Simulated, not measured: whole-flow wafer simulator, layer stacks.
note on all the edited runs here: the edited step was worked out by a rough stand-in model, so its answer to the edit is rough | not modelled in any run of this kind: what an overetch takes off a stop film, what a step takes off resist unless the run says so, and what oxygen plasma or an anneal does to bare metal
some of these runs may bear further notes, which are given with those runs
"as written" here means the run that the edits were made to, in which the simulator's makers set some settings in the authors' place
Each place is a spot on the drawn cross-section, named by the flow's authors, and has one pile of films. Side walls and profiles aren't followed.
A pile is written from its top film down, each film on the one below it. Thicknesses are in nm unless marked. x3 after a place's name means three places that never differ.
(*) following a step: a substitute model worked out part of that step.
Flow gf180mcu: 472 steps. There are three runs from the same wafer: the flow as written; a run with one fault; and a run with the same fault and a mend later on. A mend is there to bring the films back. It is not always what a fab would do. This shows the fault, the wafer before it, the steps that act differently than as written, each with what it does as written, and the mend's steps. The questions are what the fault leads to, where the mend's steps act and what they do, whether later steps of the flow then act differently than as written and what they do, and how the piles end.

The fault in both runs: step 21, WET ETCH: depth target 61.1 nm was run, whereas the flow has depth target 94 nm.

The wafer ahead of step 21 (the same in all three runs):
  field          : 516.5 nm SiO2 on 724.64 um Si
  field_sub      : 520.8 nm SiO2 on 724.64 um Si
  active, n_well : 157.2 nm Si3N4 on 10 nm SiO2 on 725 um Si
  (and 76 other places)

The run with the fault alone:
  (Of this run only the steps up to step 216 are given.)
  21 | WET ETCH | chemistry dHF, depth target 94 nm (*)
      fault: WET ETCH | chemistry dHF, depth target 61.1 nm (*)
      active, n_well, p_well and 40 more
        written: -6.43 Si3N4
        fault: -4.21 Si3N4
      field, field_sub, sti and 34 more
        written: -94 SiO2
        fault: -61.1 SiO2
  Steps further on in the flow that do not act as written (33 other steps are not shown; they differ only slightly, by no more than 2% or 0.5 nm, whichever is larger):
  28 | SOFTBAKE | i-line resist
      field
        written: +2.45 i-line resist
        fault: +4.83 i-line resist
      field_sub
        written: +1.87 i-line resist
        fault: +3.7 i-line resist
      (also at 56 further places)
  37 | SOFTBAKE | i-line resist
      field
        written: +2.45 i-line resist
        fault: +4.83 i-line resist
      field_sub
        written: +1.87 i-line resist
        fault: +3.7 i-line resist
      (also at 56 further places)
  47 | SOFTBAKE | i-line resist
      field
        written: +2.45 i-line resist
        fault: +4.83 i-line resist
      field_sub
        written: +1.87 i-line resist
        fault: +3.7 i-line resist
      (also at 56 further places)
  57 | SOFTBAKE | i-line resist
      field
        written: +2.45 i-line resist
        fault: +4.83 i-line resist
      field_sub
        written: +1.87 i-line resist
        fault: +3.7 i-line resist
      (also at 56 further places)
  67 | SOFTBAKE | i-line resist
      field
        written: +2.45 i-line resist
        fault: +4.83 i-line resist
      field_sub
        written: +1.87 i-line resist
        fault: +3.7 i-line resist
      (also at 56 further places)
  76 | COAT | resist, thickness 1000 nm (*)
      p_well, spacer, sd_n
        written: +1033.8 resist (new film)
        fault: +1065.9 resist (new film)
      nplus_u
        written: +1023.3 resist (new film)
        fault: +1046.4 resist (new film)
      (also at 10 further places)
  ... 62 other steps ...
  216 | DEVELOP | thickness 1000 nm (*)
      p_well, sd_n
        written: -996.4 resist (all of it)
        fault: -1026.9 resist (all of it)
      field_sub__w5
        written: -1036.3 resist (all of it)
        fault: -1014.2 resist (all of it)
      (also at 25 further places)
  After step 216, at field, field__w1, field__w2 and 71 more, the piles differ from the flow's by more than 2% or 0.5 nm, whichever is larger.
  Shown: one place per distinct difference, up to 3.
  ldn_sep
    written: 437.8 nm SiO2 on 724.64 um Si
    fault: 470.5 nm SiO2 on 724.64 um Si
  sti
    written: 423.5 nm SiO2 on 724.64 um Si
    fault: 456.3 nm SiO2 on 724.64 um Si
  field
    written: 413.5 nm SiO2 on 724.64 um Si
    fault: 446.2 nm SiO2 on 724.64 um Si

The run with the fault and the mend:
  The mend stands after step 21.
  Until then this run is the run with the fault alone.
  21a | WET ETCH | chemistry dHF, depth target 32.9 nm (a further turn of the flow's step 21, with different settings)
      field, field_sub, sti and 34 more
        -32.9 SiO2
  Every later step of the flow that is run acts as written, at every place that is followed, to within 2% or 0.5 nm, whichever is larger.
  At every place that both follow, the piles at the end match the flow's.
